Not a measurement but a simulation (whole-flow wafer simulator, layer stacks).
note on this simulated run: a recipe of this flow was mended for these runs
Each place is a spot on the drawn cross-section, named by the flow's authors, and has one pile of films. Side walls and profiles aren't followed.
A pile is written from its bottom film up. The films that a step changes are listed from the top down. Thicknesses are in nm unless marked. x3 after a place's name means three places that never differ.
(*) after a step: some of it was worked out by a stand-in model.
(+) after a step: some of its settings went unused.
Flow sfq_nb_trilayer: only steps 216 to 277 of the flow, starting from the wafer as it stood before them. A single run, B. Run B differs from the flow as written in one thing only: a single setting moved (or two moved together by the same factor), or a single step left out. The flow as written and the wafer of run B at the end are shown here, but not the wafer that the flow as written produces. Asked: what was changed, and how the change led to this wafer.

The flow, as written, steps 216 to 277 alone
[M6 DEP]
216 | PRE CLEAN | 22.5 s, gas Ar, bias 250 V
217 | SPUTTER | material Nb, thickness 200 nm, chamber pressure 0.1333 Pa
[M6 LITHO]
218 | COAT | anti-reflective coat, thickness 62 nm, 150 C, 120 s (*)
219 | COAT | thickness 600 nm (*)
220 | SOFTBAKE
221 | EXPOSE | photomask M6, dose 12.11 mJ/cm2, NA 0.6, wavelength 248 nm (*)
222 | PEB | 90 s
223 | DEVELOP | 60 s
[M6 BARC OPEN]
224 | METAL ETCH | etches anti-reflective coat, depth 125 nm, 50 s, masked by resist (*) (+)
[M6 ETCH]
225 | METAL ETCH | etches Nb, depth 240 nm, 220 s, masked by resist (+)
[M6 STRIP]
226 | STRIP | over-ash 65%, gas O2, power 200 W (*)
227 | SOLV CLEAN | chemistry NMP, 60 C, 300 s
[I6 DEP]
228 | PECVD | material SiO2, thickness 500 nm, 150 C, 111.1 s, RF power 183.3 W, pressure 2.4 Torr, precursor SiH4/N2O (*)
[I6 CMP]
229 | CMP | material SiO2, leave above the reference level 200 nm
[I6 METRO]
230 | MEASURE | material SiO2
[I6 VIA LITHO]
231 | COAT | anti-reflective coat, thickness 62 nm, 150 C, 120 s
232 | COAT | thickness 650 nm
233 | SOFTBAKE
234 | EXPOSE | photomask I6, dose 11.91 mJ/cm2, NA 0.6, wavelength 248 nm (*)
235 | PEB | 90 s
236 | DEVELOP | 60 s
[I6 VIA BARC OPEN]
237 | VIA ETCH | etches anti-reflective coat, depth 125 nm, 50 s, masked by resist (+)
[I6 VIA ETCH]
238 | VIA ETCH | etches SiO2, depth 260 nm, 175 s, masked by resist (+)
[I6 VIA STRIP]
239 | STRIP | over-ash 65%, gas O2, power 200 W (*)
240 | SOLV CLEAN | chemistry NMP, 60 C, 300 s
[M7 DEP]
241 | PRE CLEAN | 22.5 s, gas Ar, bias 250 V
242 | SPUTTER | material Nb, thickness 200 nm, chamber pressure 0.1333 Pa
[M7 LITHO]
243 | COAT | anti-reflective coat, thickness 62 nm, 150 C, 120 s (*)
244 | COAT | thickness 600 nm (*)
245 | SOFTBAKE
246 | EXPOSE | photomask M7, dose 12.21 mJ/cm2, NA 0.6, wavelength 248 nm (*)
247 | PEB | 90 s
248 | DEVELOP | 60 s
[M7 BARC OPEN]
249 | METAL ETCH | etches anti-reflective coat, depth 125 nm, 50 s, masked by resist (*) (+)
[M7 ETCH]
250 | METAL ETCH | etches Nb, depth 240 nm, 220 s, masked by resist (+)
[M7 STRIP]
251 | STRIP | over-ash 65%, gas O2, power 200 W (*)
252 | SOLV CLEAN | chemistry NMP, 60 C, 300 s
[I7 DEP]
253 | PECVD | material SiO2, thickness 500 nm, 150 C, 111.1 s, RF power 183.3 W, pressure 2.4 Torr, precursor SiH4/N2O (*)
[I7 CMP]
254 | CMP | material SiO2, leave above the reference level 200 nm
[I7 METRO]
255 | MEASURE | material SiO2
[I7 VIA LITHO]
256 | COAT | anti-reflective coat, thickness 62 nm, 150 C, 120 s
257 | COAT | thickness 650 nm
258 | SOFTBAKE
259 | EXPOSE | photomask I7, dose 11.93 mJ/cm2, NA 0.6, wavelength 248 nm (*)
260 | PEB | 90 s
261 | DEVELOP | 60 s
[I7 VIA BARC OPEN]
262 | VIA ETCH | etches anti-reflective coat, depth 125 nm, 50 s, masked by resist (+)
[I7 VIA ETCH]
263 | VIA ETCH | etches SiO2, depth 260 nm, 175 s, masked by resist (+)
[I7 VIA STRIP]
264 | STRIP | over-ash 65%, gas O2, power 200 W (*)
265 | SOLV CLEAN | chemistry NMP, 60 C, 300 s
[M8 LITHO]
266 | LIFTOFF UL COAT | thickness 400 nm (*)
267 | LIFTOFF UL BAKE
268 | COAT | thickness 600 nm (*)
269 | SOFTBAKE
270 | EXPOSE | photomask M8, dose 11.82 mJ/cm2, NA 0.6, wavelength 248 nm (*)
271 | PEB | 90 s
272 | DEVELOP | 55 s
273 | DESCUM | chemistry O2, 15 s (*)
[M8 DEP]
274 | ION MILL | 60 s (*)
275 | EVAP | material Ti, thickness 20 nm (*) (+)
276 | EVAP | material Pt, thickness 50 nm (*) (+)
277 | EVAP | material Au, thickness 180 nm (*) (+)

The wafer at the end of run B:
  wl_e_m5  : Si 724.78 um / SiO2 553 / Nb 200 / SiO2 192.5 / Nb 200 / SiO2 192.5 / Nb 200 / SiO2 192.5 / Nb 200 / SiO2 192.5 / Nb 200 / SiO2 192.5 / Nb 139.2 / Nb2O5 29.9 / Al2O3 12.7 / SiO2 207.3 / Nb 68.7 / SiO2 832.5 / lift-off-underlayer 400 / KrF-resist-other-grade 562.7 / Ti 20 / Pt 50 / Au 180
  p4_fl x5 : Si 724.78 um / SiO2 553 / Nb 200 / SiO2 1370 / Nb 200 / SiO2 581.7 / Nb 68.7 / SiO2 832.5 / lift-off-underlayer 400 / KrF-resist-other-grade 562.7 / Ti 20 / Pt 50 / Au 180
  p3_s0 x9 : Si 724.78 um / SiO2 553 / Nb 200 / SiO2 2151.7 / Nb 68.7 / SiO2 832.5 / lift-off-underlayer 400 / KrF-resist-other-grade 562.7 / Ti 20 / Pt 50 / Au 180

The reason: step 217, SPUTTER: thickness 308.7 nm was run, while the flow as written has thickness 200 nm.

How this came from the change, step by step:
  217 | SPUTTER | material Nb, thickness 200 nm, chamber pressure 0.1333 Pa
      field_l, v_sur, via_wl and 100 more: +308.7 Nb (new film) (in the flow as written it would be: +200 Nb (new film))
      be: +223 Nb (in the flow as written it would be: +145.8 Nb)
      (and at 2 other places as well)
  218 | COAT | anti-reflective coat, thickness 62 nm, 150 C, 120 s (*)
      wire: +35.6 anti-reflective coat (new film) (in the flow as written it would be: +33.4 anti-reflective coat (new film))
      be: +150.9 anti-reflective coat (new film) (in the flow as written it would be: +139.6 anti-reflective coat (new film))
      (and at 2 other places as well)
  219 | COAT | thickness 600 nm (*)
      be: +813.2 KrF-resist-other-grade (new film) (in the flow as written it would be: +795.2 KrF-resist-other-grade (new film))
  225 | METAL ETCH | etches Nb, depth 240 nm, 220 s, masked by resist (+)
      field_l, gap, moat and 76 more: -240 Nb (in the flow as written it would be: -200 Nb (all of it), -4 SiO2)
  226 | STRIP | over-ash 65%, gas O2, power 200 W (*)
      wire: -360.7 KrF-resist-other-grade (all of it), -35.6 anti-reflective coat (all of it) (in the flow as written it would be: -363.9 KrF-resist-other-grade (all of it), -33.4 anti-reflective coat (all of it))
      be: -577.3 KrF-resist-other-grade (all of it), -150.9 anti-reflective coat (all of it) (in the flow as written it would be: -559.4 KrF-resist-other-grade (all of it), -139.6 anti-reflective coat (all of it))
      (and at 2 other places as well)
  228 | PECVD | material SiO2, thickness 500 nm, 150 C, 111.1 s, RF power 183.3 W, pressure 2.4 Torr, precursor SiH4/N2O (*)
      field_l, p4_fl x5, p4_w1 x9 and 50 more: +500 SiO2 (new film) (in the flow as written it would be: +500 SiO2)
      moat, field_r, lsp_l, ln_m5, lsp_m: +492.3 SiO2 (new film) (in the flow as written it would be: +493.5 SiO2)
      (and at 10 other places as well)
  229 | CMP | material SiO2, leave above the reference level 200 nm
      field_l, p4_fl x5, p4_w1 x9 and 47 more: -60 SiO2 (in the flow as written it would be: -96 SiO2)
      moat, field_r, lsp_l, ln_m5, lsp_m: -52.3 SiO2 (in the flow as written it would be: -89.5 SiO2)
      (and at 9 other places as well)
Taking metal films that touch as one body, wl_e_m5 has 8 bodies (between them, from the top down: KrF-resist-other-grade 562.7 / lift-off-underlayer 400 / SiO2 832.5; SiO2 207.3 / Al2O3 12.7 / Nb2O5 29.9; SiO2 192.5; SiO2 192.5; SiO2 192.5; SiO2 192.5; SiO2 192.5); the flow as written gives 7 bodies (between them, from the top down: KrF-resist-other-grade 562.7 / lift-off-underlayer 400 / SiO2 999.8 / Al2O3 12.7 / Nb2O5 29.9; SiO2 192.5; SiO2 192.5; SiO2 192.5; SiO2 192.5; SiO2 192.5).
Taking metal films that touch as one body, p4_fl x5 has 4 bodies (between them, from the top down: KrF-resist-other-grade 562.7 / lift-off-underlayer 400 / SiO2 832.5; SiO2 581.7; SiO2 1370); the flow as written gives 3 bodies (between them, from the top down: KrF-resist-other-grade 562.7 / lift-off-underlayer 400 / SiO2 1374.2; SiO2 1370).
Taking metal films that touch as one body, p3_s0 x9 has 3 bodies (between them, from the top down: KrF-resist-other-grade 562.7 / lift-off-underlayer 400 / SiO2 832.5; SiO2 2151.7); the flow as written gives 2 bodies (between them, from the top down: KrF-resist-other-grade 562.7 / lift-off-underlayer 400 / SiO2 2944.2).
